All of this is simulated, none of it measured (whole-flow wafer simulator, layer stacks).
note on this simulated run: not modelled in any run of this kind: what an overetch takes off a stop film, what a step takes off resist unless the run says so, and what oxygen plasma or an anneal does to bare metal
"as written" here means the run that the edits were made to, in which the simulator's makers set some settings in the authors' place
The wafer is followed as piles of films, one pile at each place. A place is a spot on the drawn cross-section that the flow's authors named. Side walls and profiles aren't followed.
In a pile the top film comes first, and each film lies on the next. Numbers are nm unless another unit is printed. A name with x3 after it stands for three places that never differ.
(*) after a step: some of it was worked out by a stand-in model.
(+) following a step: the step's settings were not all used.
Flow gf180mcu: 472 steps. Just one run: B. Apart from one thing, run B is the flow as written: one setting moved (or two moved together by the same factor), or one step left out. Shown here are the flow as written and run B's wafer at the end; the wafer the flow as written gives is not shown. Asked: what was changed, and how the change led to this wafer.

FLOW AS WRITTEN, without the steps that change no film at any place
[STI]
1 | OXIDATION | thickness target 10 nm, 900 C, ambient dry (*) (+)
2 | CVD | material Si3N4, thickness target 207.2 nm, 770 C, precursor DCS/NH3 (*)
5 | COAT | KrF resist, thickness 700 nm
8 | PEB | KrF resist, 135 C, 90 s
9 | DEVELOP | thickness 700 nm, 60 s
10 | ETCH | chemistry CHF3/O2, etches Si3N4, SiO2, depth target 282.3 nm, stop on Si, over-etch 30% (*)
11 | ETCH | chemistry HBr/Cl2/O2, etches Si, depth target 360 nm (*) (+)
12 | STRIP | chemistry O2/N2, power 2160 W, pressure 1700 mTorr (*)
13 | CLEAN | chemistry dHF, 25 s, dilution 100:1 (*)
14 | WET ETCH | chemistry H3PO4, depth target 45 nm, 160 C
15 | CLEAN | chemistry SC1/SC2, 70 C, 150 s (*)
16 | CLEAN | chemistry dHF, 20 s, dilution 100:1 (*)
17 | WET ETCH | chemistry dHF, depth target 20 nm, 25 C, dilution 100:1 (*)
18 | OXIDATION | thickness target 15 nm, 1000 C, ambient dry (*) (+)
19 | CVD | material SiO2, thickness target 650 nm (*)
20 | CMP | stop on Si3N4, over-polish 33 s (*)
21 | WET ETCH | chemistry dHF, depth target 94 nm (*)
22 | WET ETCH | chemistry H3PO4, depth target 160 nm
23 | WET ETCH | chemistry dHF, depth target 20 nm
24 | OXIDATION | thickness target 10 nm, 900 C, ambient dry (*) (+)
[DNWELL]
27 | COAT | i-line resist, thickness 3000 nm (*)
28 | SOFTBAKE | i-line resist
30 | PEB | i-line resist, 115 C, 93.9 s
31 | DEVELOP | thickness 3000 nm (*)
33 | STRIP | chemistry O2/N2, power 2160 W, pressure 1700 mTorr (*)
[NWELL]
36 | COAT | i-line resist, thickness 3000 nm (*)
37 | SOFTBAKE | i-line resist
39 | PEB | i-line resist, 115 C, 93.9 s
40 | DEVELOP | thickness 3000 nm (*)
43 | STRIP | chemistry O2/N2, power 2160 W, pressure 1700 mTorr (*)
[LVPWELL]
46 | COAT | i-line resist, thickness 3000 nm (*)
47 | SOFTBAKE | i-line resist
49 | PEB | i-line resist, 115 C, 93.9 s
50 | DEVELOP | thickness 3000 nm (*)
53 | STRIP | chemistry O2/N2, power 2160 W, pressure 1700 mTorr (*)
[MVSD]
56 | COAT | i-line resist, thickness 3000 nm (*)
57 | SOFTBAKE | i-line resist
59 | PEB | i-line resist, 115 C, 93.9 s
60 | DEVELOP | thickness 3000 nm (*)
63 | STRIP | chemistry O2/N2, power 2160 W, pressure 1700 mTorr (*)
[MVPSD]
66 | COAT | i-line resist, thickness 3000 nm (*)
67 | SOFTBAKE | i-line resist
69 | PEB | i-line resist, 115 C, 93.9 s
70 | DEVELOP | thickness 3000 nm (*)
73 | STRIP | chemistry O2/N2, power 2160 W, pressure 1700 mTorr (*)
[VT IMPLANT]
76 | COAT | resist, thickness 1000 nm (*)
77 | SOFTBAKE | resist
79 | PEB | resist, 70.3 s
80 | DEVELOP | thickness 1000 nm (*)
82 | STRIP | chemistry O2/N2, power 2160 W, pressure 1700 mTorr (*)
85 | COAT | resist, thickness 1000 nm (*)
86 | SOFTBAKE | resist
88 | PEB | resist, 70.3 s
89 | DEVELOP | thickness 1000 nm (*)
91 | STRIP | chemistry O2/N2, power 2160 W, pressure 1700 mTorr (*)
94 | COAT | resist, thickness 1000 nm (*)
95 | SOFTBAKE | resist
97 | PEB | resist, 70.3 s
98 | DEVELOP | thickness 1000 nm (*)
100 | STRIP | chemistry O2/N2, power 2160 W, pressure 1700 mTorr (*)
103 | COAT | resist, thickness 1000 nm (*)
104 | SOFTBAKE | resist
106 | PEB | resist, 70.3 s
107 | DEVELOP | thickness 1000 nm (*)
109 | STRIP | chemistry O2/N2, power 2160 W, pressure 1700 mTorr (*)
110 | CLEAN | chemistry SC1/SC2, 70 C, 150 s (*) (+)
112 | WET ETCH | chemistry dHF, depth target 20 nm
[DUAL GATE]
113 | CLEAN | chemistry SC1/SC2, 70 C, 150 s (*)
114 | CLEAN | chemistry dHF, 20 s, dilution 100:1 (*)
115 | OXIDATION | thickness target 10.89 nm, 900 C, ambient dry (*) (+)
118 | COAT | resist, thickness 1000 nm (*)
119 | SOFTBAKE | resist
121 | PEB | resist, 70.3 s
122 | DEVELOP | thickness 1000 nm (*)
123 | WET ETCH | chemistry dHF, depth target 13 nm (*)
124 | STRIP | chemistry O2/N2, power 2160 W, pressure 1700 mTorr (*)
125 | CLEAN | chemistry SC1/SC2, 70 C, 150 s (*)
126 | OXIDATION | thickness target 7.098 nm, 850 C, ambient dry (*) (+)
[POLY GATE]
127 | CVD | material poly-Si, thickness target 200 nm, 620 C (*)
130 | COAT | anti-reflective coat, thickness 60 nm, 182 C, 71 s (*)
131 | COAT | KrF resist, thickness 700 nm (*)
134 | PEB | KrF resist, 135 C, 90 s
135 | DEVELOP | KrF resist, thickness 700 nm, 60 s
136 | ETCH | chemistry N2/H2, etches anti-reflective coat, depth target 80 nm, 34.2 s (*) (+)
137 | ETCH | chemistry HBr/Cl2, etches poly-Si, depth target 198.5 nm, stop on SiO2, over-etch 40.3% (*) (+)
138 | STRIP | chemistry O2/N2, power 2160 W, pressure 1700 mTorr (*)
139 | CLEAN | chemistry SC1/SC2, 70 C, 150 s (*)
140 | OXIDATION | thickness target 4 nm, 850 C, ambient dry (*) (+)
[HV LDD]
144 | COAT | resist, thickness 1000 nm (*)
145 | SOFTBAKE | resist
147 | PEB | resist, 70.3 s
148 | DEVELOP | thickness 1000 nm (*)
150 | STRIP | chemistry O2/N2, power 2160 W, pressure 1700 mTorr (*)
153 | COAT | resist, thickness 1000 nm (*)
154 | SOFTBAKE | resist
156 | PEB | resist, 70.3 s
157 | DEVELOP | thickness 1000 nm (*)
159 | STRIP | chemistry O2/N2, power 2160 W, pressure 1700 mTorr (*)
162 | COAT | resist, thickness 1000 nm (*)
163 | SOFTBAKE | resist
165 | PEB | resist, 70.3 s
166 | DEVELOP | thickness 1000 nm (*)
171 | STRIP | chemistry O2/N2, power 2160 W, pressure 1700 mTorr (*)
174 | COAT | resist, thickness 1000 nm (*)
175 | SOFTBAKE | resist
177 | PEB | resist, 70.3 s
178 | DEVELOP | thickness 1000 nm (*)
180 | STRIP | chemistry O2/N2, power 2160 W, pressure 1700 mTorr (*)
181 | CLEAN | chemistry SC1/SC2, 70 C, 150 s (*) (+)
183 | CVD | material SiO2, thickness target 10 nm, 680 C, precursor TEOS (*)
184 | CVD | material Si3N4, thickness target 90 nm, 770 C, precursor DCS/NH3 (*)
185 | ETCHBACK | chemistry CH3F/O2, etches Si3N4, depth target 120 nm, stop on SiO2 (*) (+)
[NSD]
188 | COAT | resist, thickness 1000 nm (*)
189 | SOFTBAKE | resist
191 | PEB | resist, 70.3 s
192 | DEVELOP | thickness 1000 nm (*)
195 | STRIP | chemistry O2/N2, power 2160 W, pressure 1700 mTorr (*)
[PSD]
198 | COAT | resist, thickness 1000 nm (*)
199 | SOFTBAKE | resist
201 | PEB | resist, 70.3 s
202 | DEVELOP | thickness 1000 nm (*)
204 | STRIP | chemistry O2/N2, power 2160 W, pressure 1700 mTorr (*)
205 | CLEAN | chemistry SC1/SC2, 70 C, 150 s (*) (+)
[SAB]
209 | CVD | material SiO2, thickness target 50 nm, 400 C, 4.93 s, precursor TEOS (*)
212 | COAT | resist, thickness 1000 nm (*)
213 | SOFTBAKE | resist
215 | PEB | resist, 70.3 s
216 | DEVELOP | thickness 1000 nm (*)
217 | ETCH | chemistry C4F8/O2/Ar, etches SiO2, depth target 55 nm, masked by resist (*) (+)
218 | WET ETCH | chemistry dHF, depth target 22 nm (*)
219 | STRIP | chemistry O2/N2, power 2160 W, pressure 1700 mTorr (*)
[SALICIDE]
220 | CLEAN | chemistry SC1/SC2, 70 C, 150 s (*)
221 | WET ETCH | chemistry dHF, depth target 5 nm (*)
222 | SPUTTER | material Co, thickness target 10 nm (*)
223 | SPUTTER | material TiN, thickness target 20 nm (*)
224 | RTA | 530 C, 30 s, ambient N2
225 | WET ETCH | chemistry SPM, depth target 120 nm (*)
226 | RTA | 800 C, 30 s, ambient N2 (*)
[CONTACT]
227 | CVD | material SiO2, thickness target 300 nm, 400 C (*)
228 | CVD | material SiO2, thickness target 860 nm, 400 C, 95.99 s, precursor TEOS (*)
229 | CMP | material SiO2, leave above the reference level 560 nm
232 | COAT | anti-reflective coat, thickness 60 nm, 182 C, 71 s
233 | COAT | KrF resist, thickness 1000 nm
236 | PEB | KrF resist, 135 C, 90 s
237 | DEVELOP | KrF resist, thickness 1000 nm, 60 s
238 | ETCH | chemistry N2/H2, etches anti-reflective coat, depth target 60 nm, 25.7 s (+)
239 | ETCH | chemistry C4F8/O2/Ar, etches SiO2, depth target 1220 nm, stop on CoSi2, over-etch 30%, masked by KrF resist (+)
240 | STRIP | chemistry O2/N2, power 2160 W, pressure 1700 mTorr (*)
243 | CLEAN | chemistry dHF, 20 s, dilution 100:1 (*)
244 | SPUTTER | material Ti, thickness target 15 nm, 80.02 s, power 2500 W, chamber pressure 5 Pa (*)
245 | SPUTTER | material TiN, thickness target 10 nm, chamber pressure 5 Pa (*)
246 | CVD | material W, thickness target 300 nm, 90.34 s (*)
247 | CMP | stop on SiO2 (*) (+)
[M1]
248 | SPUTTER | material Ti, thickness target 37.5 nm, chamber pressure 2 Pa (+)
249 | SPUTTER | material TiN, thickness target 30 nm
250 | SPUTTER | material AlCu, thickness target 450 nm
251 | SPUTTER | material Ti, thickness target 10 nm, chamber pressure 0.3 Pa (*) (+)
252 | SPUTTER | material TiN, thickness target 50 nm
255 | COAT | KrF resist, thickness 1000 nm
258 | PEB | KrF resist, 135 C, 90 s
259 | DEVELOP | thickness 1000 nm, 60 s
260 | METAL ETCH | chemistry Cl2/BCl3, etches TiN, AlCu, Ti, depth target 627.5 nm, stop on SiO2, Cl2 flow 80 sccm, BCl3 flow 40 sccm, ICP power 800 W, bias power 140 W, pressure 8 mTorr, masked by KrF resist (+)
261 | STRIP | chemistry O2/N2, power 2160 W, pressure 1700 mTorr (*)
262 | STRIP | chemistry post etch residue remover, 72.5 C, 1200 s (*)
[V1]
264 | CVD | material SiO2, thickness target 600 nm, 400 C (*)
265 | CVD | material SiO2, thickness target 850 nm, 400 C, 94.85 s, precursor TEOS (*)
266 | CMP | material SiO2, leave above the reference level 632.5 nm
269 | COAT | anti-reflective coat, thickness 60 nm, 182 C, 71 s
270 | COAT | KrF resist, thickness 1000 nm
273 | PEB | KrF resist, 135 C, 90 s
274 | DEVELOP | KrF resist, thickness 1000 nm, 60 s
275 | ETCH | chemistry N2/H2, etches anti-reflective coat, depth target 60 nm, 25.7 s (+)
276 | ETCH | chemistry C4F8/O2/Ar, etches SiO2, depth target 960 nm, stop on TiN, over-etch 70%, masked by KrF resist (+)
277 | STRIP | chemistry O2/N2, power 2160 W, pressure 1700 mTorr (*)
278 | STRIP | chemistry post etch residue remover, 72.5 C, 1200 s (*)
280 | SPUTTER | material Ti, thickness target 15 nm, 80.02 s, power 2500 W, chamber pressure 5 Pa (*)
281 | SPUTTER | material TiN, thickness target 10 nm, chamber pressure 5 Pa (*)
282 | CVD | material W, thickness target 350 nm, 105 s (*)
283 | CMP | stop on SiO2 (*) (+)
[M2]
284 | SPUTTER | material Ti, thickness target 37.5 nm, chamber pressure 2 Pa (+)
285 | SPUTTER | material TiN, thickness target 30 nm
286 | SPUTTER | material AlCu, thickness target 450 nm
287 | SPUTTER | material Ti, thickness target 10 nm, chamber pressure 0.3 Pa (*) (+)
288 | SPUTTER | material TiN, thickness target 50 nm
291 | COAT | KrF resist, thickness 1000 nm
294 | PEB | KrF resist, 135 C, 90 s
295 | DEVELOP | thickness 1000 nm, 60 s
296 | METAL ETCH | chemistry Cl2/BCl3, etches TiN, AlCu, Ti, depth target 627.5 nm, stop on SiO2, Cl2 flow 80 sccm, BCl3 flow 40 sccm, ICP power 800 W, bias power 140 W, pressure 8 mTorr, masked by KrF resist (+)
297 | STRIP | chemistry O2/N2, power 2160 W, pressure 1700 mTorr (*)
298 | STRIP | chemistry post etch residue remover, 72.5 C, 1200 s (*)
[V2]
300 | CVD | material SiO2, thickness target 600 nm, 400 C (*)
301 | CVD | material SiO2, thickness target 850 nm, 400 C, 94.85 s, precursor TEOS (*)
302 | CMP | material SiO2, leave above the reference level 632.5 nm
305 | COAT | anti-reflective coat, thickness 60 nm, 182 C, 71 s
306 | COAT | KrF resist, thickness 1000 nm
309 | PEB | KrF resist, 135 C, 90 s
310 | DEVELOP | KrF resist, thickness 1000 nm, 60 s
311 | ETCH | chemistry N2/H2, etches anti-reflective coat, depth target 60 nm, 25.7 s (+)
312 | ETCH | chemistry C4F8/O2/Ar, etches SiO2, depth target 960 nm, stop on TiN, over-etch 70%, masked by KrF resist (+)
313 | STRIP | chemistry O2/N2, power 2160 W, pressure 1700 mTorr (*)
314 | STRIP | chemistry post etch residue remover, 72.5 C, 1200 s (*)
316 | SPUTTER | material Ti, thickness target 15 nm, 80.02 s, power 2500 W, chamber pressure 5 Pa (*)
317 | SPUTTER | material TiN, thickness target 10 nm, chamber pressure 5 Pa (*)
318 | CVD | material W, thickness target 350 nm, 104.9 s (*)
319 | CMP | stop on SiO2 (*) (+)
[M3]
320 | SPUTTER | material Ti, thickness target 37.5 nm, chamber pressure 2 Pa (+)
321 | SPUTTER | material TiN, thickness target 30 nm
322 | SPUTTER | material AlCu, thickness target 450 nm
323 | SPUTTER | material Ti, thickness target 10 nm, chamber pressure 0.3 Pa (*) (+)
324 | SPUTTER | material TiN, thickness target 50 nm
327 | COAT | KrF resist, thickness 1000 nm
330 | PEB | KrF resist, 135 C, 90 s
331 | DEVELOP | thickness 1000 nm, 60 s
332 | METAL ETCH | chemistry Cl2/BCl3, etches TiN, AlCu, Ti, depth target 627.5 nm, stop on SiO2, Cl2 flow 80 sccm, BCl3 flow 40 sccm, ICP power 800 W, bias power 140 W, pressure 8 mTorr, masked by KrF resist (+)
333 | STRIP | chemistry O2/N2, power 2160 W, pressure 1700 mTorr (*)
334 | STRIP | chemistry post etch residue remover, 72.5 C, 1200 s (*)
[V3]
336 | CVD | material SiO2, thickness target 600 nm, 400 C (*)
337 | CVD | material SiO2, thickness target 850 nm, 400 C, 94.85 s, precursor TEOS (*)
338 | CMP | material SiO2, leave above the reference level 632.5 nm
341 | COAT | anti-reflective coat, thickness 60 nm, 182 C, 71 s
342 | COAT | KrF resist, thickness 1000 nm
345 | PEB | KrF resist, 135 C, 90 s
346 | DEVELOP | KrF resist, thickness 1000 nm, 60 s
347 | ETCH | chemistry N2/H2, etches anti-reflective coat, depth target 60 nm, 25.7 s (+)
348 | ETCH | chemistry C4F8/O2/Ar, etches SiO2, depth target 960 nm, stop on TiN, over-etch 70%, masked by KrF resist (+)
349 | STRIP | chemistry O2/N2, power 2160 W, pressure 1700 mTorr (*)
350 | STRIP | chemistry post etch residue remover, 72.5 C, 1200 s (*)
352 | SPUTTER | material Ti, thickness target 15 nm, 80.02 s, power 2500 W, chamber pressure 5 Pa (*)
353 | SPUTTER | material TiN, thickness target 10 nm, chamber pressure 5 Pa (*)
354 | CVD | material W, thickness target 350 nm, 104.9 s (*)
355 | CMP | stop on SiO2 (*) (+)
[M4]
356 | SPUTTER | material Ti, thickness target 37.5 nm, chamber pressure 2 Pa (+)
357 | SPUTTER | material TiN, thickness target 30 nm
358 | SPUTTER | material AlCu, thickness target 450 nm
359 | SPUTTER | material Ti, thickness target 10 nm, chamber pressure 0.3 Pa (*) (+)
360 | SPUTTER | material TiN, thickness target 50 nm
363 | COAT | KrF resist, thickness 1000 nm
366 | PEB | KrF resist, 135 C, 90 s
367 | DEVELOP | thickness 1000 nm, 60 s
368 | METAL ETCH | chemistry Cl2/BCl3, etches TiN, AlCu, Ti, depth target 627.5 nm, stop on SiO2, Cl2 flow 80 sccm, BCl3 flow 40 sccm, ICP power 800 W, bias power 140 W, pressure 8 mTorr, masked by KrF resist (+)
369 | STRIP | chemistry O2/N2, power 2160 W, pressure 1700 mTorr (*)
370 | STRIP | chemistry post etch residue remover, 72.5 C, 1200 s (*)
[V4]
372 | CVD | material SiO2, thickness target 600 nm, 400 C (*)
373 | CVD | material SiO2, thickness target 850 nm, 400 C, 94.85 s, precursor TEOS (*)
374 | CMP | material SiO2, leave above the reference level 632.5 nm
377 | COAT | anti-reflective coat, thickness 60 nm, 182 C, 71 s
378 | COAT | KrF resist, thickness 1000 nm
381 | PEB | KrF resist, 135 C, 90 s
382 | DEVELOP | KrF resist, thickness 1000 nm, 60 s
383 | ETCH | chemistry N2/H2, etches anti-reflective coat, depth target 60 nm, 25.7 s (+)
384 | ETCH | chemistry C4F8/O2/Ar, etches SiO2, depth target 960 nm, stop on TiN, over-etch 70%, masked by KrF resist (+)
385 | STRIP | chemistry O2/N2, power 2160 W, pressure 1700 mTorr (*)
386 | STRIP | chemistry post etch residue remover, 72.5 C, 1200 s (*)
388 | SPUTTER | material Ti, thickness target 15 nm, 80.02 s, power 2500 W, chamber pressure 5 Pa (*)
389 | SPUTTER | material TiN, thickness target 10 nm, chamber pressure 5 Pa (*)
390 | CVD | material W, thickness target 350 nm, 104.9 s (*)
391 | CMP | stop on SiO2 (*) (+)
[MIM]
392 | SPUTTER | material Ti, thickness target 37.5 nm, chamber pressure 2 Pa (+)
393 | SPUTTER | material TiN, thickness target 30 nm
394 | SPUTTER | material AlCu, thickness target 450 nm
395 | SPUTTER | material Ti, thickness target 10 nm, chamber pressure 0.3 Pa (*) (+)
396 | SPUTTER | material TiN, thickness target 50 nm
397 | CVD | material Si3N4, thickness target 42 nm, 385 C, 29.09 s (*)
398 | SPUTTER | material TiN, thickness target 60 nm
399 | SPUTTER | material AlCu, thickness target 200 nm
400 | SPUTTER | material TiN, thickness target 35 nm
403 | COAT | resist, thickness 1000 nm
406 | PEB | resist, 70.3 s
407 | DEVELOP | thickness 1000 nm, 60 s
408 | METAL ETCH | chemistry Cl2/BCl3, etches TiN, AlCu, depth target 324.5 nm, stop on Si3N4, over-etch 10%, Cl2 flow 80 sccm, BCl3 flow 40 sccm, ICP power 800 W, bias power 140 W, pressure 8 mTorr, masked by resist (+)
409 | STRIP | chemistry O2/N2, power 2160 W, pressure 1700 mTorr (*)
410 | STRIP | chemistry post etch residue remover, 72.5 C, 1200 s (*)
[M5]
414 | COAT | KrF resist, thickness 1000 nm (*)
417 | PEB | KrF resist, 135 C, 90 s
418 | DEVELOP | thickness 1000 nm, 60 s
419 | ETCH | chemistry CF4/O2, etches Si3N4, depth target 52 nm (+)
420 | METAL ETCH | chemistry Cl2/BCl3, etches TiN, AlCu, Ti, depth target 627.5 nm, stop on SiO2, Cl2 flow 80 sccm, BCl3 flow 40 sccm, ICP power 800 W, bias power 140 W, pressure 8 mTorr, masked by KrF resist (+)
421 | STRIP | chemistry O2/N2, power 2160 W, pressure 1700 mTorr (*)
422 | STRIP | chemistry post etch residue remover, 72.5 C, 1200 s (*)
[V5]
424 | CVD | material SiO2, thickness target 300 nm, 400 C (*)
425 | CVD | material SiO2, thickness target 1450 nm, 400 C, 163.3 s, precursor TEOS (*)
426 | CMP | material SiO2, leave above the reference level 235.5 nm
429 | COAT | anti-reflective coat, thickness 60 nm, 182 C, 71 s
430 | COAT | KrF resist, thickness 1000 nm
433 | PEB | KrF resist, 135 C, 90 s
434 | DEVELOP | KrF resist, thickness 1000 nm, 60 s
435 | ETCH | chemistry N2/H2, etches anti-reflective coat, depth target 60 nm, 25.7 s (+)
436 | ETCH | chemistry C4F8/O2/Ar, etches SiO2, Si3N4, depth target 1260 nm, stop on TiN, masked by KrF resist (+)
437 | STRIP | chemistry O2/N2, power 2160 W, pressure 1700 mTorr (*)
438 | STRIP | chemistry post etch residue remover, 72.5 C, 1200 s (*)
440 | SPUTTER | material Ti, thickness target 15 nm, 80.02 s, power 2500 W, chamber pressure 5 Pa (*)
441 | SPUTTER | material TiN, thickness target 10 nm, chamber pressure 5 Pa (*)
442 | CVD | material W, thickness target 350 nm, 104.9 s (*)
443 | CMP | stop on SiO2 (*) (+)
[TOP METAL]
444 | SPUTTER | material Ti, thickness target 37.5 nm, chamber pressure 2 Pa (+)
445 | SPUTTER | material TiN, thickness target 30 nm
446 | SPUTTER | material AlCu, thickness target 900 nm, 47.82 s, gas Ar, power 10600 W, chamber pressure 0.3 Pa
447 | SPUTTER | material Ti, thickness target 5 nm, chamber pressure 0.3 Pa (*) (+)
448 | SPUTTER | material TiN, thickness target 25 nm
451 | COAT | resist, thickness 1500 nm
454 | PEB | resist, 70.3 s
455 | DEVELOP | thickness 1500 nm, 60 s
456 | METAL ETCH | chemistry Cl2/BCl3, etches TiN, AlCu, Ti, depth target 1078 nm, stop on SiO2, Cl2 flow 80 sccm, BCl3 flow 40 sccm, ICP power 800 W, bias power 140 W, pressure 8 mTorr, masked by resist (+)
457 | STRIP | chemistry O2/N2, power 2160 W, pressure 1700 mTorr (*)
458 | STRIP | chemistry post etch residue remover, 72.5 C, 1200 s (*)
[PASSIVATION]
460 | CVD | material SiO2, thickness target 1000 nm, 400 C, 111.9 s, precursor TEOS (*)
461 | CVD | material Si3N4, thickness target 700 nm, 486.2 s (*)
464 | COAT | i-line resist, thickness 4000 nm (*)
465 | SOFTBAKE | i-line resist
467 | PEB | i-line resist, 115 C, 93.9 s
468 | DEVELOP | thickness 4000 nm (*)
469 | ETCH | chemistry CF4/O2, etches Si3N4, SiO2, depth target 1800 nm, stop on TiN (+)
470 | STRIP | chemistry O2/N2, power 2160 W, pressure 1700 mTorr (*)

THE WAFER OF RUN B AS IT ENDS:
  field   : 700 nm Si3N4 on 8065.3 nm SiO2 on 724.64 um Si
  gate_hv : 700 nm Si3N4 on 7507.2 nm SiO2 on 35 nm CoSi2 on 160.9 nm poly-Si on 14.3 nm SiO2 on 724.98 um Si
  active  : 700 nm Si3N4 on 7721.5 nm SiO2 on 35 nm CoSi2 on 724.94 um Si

Cause: step 229, CMP: leave above the reference level 398 nm was run, while the flow as written has leave above the reference level 560 nm.

The path from the change to this, step by step:
  229 | CMP | material SiO2, leave above the reference level 560 nm
      gate_hv, gate_nat, ld_gate_n and 11 more: -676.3 SiO2 (in the flow as written it would be: -514.3 SiO2)
      ldn_sep__w1, ldn_sep__w2, ldn_dft and 8 more: -473 SiO2 (in the flow as written it would be: -311 SiO2)
      (as well as at 86 more places)
  239 | ETCH | chemistry C4F8/O2/Ar, etches SiO2, depth target 1220 nm, stop on CoSi2, over-etch 30%, masked by KrF resist (+)
      field, field__w1, field__w2 and 105 more: -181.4 KrF resist (in the flow as written it would be: -223.5 KrF resist)
      polyc_n, polyc_p: -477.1 SiO2 (all of it) (in the flow as written it would be: -639.1 SiO2 (all of it))
      (as well as at 1 more place)
  240 | STRIP | chemistry O2/N2, power 2160 W, pressure 1700 mTorr (*)
      field, field__w1, field__w2 and 105 more: -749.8 KrF resist (all of it), -60 anti-reflective coat (all of it) (in the flow as written it would be: -707.7 KrF resist (all of it), -60 anti-reflective coat (all of it))
  244 | SPUTTER | material Ti, thickness target 15 nm, 80.02 s, power 2500 W, chamber pressure 5 Pa (*)
      contact: +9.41 Ti (new film) (in the flow as written it would be: +8.55 Ti (new film))
  245 | SPUTTER | material TiN, thickness target 10 nm, chamber pressure 5 Pa (*)
      contact: +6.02 TiN (new film) (in the flow as written it would be: +5.48 TiN (new film))
  246 | CVD | material W, thickness target 300 nm, 90.34 s (*)
      polyc_n, polyc_p: +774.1 W (new film) (in the flow as written it would be: +936.1 W (new film))
      contact: +1004.1 W (new film) (in the flow as written it would be: +1167.5 W (new film))
